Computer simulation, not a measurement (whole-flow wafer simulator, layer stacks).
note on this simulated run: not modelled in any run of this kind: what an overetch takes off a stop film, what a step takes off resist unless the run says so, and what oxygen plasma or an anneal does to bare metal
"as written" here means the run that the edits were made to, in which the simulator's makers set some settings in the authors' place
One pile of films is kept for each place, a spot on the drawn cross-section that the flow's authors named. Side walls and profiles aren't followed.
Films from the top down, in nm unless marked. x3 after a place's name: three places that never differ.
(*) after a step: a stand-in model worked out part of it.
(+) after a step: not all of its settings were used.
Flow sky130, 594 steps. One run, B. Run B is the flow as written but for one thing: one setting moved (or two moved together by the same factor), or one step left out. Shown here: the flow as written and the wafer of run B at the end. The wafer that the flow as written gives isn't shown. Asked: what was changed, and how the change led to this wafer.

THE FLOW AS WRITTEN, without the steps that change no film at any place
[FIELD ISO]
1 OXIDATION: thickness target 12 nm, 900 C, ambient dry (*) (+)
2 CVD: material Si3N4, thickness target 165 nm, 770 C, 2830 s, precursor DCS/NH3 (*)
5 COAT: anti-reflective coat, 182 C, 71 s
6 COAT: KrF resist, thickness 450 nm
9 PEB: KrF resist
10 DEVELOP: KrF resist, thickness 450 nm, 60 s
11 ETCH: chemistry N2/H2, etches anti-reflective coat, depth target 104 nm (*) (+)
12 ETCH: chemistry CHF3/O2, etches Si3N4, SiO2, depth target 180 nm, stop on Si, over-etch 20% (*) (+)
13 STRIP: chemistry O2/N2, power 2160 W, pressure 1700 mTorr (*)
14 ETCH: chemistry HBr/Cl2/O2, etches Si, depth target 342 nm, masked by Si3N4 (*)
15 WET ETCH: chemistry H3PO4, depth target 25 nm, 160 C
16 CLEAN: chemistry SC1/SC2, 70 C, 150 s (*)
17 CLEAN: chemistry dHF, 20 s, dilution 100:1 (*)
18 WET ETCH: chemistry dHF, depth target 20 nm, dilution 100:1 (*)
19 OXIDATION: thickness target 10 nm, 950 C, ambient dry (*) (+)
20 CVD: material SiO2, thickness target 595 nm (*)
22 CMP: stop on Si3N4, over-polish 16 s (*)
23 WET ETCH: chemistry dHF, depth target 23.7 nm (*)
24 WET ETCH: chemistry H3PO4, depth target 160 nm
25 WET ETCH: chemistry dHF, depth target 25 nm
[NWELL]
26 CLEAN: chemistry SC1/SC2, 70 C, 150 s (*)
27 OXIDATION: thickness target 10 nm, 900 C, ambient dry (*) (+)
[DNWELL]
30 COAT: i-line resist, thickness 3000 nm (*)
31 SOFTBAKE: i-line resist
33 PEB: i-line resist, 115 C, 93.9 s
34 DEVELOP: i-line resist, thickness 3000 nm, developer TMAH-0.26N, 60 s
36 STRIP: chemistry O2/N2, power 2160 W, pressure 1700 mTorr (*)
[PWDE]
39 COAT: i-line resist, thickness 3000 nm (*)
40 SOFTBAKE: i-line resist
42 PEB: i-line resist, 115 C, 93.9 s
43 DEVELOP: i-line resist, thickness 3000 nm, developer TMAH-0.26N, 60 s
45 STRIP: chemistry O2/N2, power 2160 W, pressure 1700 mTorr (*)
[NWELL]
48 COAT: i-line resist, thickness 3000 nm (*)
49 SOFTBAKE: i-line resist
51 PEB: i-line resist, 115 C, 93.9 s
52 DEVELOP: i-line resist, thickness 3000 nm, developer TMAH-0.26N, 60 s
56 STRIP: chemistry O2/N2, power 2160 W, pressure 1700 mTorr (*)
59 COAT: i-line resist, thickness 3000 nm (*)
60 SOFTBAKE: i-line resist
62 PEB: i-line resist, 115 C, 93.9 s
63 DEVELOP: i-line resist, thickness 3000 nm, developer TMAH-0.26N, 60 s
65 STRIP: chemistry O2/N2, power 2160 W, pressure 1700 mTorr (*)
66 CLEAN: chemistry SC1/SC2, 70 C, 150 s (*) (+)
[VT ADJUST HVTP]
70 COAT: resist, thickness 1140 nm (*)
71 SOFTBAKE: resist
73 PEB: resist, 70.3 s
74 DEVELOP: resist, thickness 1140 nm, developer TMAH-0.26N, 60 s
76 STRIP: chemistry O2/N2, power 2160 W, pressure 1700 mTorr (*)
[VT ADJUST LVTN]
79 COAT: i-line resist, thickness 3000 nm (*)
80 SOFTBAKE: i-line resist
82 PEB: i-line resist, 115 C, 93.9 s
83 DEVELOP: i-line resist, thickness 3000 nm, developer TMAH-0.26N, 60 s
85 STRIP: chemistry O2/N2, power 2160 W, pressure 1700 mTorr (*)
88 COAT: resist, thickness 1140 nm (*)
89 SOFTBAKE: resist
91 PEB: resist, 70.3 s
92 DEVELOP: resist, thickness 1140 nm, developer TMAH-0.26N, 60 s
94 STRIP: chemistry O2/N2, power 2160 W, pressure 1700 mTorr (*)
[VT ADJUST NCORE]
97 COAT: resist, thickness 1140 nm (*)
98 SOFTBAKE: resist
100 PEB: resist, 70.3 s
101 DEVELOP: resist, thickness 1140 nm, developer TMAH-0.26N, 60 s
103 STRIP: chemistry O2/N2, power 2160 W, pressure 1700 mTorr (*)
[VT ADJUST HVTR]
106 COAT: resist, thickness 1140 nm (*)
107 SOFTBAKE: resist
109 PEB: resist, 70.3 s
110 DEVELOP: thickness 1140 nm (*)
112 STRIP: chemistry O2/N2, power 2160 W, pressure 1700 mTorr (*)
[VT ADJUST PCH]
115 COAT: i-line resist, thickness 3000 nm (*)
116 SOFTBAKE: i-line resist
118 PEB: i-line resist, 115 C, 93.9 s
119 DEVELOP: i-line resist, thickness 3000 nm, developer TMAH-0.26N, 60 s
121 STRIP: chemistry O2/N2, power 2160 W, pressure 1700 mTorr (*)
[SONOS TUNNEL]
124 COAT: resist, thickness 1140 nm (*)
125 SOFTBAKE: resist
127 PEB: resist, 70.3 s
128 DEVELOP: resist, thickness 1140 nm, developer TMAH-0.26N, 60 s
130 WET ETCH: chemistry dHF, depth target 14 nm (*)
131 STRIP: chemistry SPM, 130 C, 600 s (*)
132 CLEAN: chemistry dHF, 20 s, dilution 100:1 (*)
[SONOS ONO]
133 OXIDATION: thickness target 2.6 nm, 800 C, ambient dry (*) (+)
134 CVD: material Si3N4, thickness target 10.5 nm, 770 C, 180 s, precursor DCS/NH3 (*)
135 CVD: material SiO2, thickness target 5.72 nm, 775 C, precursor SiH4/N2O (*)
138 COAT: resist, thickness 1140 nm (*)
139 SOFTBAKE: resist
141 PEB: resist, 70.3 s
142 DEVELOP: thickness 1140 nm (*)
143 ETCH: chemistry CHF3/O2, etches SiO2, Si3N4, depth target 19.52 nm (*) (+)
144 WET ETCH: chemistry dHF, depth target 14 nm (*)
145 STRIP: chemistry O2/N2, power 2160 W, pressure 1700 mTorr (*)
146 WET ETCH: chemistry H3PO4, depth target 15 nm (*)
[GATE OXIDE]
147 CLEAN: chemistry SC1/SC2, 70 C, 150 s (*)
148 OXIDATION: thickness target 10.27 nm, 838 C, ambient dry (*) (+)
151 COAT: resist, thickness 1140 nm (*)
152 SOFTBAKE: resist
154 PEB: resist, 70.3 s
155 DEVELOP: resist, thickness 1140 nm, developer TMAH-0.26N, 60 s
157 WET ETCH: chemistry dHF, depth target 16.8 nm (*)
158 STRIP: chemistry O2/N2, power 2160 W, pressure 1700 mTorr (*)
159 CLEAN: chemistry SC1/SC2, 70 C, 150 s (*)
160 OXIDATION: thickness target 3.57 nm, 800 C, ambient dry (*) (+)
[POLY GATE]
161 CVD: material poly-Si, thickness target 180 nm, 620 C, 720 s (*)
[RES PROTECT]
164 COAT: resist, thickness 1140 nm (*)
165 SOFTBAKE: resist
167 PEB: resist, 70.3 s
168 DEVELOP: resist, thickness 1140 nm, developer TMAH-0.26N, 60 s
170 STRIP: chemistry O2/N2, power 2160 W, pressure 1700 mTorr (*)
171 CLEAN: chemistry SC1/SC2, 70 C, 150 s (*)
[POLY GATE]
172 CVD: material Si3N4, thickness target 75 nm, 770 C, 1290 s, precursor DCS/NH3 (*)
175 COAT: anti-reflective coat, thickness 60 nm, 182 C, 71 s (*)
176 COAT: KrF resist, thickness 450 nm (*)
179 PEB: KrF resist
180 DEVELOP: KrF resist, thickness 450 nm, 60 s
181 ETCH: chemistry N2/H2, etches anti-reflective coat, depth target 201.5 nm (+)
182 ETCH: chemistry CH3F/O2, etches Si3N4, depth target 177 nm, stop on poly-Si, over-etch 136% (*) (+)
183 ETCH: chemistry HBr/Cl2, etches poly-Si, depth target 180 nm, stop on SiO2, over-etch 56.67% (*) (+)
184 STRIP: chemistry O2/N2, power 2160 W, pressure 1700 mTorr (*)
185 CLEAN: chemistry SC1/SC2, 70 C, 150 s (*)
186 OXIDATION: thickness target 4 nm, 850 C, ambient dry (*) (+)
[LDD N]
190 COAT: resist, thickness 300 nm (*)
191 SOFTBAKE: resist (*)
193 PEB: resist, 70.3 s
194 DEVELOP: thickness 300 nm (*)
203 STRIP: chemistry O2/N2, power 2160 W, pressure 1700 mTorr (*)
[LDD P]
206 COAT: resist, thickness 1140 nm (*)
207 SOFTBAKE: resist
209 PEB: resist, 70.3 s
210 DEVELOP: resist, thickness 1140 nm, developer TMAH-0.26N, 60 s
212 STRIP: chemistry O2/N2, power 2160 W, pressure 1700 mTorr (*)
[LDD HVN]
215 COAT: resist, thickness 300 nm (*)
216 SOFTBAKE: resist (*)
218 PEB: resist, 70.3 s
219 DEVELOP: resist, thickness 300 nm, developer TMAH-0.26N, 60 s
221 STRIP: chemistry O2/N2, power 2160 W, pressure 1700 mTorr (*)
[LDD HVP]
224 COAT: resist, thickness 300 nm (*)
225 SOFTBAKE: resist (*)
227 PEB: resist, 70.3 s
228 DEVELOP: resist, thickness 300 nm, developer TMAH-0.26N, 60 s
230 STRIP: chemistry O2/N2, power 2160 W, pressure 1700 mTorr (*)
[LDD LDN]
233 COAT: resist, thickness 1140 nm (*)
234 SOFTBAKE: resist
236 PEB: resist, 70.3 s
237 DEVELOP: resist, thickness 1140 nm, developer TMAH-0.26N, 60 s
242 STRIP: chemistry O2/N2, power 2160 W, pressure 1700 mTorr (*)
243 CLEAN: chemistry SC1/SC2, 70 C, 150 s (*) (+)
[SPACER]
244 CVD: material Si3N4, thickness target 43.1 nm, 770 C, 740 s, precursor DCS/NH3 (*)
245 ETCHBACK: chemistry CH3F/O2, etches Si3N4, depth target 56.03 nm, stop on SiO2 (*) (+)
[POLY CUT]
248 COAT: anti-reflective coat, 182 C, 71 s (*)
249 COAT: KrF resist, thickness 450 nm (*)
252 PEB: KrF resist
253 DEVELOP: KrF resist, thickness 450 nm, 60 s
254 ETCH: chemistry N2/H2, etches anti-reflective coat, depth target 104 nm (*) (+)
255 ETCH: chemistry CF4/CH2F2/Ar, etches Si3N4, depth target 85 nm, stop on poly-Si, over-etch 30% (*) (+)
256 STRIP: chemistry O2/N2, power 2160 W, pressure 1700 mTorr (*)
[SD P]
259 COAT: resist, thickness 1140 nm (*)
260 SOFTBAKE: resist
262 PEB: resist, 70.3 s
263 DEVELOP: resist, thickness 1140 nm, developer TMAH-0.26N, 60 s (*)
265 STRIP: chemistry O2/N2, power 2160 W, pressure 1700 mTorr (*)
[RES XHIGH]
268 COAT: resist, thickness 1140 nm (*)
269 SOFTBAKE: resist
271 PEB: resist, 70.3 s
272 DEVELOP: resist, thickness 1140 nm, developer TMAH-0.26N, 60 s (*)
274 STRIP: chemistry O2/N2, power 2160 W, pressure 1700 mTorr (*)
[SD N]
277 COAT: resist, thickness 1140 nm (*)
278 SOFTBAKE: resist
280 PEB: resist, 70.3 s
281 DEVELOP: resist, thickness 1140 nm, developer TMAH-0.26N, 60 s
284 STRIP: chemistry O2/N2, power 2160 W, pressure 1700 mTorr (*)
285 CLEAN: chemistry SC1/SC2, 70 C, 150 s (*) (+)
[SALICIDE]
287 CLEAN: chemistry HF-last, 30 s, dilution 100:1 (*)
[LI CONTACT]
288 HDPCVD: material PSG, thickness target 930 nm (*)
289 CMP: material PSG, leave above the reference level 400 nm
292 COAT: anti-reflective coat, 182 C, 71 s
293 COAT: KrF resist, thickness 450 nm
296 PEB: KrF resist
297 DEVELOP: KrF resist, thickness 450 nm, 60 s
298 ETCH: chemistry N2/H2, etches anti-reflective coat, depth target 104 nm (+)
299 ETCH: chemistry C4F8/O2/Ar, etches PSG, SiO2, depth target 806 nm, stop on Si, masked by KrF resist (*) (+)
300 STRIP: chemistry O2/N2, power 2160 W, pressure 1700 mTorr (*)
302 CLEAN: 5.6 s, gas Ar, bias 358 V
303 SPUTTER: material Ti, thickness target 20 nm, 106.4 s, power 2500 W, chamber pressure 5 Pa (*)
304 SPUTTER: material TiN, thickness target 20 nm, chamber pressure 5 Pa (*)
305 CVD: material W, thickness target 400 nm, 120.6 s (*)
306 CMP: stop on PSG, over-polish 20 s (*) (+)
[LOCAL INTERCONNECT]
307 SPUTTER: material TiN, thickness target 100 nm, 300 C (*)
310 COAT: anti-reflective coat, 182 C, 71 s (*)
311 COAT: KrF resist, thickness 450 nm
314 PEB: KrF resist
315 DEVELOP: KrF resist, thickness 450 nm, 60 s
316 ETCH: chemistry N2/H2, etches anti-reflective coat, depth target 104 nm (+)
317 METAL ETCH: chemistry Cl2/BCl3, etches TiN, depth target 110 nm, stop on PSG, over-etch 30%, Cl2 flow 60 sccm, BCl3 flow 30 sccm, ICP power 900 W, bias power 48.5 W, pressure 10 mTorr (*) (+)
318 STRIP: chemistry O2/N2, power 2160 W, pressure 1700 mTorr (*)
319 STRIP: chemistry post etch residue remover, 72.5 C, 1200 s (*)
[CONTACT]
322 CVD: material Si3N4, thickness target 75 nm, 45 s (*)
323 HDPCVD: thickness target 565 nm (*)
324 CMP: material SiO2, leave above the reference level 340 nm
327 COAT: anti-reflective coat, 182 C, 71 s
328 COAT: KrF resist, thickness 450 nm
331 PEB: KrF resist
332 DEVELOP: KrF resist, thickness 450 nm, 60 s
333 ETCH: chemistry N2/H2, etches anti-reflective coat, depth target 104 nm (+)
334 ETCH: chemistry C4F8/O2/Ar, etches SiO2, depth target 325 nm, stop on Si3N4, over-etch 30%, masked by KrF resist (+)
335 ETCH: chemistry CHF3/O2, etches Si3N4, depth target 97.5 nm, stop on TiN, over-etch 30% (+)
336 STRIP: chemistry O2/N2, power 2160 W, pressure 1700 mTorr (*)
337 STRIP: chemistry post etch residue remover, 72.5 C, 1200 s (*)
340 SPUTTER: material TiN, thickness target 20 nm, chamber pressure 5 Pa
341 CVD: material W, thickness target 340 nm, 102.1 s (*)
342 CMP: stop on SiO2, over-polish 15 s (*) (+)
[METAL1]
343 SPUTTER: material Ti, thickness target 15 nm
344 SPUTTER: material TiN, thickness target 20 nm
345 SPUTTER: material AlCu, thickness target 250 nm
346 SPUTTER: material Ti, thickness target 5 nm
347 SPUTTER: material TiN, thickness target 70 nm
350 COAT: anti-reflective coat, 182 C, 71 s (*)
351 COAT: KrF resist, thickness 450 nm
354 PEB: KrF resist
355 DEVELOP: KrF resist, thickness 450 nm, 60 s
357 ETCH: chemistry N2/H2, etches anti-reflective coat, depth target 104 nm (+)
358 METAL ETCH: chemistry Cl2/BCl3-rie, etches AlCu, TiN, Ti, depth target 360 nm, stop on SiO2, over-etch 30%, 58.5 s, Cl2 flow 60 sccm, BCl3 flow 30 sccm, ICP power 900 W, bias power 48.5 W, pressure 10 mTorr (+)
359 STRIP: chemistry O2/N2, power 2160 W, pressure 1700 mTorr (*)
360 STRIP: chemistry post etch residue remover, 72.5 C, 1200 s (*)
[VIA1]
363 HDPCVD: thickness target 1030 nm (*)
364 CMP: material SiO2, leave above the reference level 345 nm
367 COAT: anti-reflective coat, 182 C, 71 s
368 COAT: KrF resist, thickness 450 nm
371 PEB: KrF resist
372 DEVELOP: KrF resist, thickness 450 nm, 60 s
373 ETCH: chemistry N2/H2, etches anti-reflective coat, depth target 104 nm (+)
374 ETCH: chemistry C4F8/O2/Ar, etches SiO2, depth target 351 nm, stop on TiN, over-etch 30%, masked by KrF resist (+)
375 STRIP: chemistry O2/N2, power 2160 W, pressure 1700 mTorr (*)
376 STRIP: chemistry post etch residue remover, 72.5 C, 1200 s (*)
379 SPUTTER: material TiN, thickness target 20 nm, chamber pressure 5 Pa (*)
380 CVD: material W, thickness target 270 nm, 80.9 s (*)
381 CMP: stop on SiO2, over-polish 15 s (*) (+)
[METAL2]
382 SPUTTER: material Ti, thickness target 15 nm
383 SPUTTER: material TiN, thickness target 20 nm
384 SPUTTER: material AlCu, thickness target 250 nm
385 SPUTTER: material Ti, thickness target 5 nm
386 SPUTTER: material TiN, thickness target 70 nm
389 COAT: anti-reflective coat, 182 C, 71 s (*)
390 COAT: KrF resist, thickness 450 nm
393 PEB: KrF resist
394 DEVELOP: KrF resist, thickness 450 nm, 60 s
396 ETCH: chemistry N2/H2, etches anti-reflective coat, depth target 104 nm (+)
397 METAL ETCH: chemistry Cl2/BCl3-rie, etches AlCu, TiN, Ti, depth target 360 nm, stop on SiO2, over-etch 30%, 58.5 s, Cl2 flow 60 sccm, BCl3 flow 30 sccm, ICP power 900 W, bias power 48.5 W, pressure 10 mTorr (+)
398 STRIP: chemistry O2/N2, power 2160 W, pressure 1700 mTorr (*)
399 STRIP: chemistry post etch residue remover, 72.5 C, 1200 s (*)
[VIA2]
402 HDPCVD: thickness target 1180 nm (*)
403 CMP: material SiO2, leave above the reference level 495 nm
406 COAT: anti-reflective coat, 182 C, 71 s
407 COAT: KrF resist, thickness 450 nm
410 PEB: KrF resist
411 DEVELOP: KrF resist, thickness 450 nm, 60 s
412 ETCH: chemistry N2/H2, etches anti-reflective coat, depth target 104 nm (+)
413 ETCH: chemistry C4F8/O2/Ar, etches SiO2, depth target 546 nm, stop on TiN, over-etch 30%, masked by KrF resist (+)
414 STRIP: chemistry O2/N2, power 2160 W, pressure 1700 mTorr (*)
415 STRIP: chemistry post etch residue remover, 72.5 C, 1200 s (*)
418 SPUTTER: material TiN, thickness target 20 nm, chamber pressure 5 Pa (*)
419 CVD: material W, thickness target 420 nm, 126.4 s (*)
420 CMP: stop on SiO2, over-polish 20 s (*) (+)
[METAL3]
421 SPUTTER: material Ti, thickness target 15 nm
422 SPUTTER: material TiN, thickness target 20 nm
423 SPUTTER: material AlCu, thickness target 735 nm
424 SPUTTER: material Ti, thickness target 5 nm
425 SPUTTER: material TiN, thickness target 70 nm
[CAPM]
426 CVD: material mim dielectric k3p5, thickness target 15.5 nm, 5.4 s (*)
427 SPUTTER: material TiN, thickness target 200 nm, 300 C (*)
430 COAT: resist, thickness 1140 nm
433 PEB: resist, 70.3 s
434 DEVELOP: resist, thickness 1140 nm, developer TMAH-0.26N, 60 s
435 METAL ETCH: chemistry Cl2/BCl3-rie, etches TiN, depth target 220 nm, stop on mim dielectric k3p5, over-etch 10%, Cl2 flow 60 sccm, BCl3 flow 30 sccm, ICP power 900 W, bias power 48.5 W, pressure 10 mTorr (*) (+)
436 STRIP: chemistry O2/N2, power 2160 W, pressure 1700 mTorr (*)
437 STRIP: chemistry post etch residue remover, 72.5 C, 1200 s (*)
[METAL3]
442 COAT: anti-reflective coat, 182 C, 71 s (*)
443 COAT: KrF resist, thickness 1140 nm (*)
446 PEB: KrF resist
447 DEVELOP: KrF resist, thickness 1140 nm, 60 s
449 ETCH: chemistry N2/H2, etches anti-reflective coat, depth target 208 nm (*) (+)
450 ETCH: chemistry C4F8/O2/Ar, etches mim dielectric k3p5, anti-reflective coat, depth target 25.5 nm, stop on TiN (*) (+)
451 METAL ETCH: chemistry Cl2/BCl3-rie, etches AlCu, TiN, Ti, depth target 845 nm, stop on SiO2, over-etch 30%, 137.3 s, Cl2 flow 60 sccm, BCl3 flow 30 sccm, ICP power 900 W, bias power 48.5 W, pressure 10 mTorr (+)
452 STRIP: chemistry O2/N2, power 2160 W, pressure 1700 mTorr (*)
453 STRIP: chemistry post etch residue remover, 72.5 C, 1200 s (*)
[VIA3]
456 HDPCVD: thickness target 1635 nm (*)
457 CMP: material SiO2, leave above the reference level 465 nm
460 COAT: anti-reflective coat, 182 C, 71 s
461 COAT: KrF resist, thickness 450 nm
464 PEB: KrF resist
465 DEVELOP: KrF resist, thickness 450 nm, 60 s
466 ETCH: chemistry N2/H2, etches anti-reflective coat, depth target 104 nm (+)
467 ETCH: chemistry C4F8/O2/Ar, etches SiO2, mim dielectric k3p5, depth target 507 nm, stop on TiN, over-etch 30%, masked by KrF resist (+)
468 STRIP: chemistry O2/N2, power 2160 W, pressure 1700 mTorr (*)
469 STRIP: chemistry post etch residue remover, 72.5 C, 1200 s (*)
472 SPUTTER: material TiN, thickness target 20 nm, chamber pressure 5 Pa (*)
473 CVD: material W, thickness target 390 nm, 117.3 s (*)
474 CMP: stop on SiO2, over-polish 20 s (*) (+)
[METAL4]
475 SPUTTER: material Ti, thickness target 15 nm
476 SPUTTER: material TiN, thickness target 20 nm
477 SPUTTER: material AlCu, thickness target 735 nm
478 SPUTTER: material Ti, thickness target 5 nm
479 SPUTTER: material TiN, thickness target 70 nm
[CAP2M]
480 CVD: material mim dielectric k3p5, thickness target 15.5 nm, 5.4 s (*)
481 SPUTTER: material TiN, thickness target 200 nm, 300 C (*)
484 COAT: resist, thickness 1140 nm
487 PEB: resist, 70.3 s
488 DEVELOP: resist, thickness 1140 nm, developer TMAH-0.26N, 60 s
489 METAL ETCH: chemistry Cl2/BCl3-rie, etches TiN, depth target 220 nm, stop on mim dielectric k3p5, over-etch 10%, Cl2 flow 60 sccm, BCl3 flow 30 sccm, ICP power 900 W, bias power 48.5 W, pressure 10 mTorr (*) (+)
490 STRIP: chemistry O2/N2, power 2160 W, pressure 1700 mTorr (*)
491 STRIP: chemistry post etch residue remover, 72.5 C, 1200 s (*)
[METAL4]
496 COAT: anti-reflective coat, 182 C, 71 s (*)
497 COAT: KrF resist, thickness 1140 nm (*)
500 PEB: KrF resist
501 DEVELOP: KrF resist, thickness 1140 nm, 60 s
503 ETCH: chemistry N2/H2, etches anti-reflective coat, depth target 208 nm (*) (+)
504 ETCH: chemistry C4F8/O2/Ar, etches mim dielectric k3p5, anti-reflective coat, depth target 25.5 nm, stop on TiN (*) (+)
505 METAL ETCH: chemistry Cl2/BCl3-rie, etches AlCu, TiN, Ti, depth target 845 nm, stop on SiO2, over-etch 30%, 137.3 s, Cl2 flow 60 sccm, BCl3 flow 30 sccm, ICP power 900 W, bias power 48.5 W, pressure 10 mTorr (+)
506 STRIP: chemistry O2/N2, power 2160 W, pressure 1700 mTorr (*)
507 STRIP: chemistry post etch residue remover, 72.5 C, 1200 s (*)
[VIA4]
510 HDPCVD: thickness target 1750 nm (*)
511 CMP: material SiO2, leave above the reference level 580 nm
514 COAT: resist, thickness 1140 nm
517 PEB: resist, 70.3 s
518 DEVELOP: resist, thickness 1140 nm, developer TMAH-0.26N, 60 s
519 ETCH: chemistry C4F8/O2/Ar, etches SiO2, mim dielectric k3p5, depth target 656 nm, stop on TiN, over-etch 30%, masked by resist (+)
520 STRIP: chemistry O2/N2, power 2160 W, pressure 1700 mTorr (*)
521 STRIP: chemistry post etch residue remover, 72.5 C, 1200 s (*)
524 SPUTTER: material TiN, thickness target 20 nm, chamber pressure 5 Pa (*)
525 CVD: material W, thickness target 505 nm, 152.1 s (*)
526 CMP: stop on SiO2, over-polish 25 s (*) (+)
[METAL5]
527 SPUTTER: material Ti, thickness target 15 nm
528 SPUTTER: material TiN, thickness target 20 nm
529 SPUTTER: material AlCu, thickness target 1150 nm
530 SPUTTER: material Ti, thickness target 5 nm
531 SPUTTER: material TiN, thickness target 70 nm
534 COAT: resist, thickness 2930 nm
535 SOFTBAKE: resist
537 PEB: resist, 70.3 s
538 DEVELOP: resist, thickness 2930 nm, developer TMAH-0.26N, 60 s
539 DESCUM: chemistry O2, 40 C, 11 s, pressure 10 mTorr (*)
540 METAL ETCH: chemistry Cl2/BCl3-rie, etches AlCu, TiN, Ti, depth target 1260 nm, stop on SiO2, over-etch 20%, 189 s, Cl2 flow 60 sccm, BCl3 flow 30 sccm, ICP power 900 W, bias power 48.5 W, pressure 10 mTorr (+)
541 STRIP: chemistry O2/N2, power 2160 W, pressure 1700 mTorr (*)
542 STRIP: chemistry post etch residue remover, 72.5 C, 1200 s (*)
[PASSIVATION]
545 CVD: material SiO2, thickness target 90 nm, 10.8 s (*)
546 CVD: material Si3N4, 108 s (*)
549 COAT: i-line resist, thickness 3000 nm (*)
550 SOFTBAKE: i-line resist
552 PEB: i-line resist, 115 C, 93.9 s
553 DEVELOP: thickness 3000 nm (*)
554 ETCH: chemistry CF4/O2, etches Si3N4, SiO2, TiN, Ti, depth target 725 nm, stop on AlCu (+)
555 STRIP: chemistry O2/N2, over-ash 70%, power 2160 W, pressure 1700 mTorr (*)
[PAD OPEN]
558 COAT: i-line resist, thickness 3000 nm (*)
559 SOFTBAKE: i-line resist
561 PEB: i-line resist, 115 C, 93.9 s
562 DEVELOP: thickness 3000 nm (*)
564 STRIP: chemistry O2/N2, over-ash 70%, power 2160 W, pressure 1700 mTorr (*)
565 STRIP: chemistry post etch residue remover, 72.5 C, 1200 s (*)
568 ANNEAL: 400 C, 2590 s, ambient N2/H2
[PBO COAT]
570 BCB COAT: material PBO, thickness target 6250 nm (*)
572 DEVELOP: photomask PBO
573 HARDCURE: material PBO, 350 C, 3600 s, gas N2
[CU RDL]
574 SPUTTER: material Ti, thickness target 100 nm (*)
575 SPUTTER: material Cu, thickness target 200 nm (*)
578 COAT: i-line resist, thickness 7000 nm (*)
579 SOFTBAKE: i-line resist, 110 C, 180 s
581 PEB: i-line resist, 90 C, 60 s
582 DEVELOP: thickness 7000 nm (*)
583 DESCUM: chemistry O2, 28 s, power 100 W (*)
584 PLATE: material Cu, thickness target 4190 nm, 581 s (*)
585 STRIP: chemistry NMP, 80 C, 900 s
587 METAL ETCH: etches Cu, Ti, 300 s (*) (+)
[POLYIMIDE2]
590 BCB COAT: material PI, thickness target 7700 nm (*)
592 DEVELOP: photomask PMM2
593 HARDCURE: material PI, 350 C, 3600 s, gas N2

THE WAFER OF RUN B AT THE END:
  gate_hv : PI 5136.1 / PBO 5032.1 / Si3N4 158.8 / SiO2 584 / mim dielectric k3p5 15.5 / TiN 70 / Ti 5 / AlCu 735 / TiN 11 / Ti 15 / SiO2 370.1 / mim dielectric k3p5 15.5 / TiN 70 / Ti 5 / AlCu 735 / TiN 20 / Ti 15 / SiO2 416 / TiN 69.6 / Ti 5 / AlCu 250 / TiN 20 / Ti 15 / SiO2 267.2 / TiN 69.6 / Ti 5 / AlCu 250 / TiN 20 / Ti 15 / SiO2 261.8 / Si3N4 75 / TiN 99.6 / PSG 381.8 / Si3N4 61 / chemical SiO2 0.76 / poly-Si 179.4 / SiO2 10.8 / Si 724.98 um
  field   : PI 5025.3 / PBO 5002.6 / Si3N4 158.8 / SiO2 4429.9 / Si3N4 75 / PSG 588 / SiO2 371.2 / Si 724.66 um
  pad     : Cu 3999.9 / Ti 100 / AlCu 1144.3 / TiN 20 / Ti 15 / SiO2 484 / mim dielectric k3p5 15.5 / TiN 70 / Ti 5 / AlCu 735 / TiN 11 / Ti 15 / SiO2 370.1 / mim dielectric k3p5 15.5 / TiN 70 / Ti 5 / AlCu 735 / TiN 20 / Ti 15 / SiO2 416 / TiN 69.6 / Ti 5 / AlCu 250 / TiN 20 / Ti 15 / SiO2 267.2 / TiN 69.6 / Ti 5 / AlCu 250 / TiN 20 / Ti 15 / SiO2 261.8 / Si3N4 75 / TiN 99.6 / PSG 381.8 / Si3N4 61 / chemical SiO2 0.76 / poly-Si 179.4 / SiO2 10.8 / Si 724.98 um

The cause: step 476, SPUTTER: thickness target 11 nm was run, where the flow has thickness target 20 nm.
It can be read off the wafer: gate_hv has TiN 11, and step 476 as written asks for 20 nm.

How the change led to this, step by step:
  476 SPUTTER: material TiN, thickness target 20 nm
      field, active, n_well and 189 more: TiN +11 (new film) (as written it would be: TiN +20 (new film))
  505 METAL ETCH: chemistry Cl2/BCl3-rie, etches AlCu, TiN, Ti, depth target 845 nm, stop on SiO2, over-etch 30%, 137.3 s, Cl2 flow 60 sccm, BCl3 flow 30 sccm, ICP power 900 W, bias power 48.5 W, pressure 10 mTorr (+)
      field, gate, spacer and 68 more: TiN -70 (all of it), Ti -5 (all of it), AlCu -735 (all of it), TiN -11 (all of it), Ti -15 (all of it), SiO2 -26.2 (as written it would be: TiN -70 (all of it), Ti -5 (all of it), AlCu -735 (all of it), TiN -20 (all of it), Ti -15 (all of it), SiO2 -25.4)
      active, vpp_iso1, mim_edge_plate and 14 more: TiN -70 (all of it), Ti -5 (all of it), AlCu -735 (all of it), TiN -11 (all of it), Ti -15 (all of it), SiO2 -26.2 (as written it would be: TiN -70 (all of it), Ti -5 (all of it), AlCu -735 (all of it), TiN -20 (all of it), Ti -15 (all of it), SiO2 -25.3)
  511 CMP: material SiO2, leave above the reference level 580 nm
      field, active, gate and 76 more: SiO2 -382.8 (as written it would be: SiO2 -374.7)
      iso_guard__w1, mim_edge_gap, vpp_l1ln, vpp_m3ln, rpm_encl, via2_enc, rpm_encl_psd, iso_guard_nsd_tip: SiO2 -382.8 (as written it would be: SiO2 -374.6)
      (and at 1 more place)
